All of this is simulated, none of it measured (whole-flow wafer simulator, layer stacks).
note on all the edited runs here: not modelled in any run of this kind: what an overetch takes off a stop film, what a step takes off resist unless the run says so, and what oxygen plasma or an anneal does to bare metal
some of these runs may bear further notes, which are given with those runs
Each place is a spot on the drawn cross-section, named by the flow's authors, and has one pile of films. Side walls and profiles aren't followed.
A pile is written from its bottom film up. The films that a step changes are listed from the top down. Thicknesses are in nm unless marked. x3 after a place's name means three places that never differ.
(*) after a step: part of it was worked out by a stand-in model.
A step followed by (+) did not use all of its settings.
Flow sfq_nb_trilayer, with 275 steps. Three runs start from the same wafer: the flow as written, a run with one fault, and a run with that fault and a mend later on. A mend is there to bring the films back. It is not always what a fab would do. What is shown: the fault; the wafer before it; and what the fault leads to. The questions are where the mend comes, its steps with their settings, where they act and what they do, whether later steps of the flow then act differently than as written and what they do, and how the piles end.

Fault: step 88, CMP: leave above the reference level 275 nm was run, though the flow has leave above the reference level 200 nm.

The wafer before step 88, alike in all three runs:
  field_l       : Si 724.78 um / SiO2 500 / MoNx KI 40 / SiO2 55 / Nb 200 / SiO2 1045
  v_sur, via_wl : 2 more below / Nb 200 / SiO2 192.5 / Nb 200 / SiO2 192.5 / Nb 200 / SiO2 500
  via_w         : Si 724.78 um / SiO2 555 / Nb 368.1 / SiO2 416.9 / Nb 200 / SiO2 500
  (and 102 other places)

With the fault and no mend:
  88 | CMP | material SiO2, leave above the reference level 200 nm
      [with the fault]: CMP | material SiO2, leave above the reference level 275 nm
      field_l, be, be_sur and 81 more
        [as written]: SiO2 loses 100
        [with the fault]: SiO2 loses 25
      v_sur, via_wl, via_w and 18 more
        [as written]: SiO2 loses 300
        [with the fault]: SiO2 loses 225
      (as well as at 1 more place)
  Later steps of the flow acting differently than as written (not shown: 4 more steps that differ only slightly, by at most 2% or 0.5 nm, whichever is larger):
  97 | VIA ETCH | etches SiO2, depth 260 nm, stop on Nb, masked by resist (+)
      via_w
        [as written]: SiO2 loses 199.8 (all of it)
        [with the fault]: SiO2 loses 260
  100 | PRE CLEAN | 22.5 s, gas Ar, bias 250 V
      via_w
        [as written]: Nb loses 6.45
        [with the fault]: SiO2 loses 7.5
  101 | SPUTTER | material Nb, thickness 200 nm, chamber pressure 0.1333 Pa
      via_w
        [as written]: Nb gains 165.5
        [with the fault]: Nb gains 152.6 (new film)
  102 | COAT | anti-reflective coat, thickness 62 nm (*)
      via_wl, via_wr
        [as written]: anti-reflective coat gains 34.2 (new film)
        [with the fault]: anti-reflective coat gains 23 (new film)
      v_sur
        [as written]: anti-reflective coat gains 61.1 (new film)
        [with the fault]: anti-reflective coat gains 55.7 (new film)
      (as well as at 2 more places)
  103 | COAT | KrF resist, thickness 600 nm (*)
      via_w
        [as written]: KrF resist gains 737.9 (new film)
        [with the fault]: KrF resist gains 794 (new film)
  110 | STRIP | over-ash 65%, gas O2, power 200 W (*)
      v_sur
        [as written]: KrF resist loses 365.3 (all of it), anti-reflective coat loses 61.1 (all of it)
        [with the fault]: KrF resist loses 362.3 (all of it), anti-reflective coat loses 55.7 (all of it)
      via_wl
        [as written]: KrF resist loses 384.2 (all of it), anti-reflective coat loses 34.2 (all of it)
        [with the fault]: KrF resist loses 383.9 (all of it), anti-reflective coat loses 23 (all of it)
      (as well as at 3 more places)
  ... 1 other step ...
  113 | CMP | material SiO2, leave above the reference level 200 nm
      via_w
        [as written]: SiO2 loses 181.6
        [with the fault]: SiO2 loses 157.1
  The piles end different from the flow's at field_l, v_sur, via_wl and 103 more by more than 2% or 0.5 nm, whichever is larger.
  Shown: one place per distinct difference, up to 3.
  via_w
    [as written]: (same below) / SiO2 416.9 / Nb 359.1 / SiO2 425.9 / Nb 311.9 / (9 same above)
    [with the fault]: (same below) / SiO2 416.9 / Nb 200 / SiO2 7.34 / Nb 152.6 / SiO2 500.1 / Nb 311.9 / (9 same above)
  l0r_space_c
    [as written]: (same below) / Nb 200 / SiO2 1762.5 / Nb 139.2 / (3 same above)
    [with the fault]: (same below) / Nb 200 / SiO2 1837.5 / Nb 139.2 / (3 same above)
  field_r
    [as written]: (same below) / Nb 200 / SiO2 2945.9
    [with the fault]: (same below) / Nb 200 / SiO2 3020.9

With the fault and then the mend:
  After step 95 comes the mend.
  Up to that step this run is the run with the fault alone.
  95a | STRIP | over-ash 65%, gas O2, power 200 W (*)
      field_l, v_sur, via_wl and 102 more
        KrF resist loses 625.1 (all of it), anti-reflective coat loses 62 (all of it)
      via_w
        anti-reflective coat loses 62 (all of it)
  95b | CMP | material SiO2, leave above the reference level 200 nm (the flow's step 88, run once more)
      field_l, v_sur, via_wl and 103 more
        SiO2 loses 75
  95c | COAT | anti-reflective coat, thickness 62 nm (the flow's step 90, run once more)
      field_l, v_sur, via_wl and 103 more
        anti-reflective coat gains 62 (new film)
  95d | COAT | KrF resist, thickness 650 nm (the flow's step 91, run once more)
      field_l, v_sur, via_wl and 103 more
        KrF resist gains 650 (new film)
  95e | SOFTBAKE | KrF resist (the flow's step 92, run once more)
      does not change any film at any place that is followed
  95f | EXPOSE | photomask I2, dose 11.91 mJ/cm2, NA 0.6, wavelength 248 nm (*) (the flow's step 93, run once more)
      does not change any film at any place that is followed
  95g | PEB | KrF resist, 90 s (the flow's step 94, run once more)
      field_l, v_sur, via_wl and 103 more
        KrF resist loses 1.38
  95h | DEVELOP | KrF resist, thickness 650 nm, 60 s (the flow's step 95, run once more)
      field_l, v_sur, via_wl and 102 more
        KrF resist loses 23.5
      via_w
        KrF resist loses 648.6 (all of it)
  Later steps of the flow that are run all act as written at every place that is followed.
  The piles end the same as the flow's at every place that both follow.
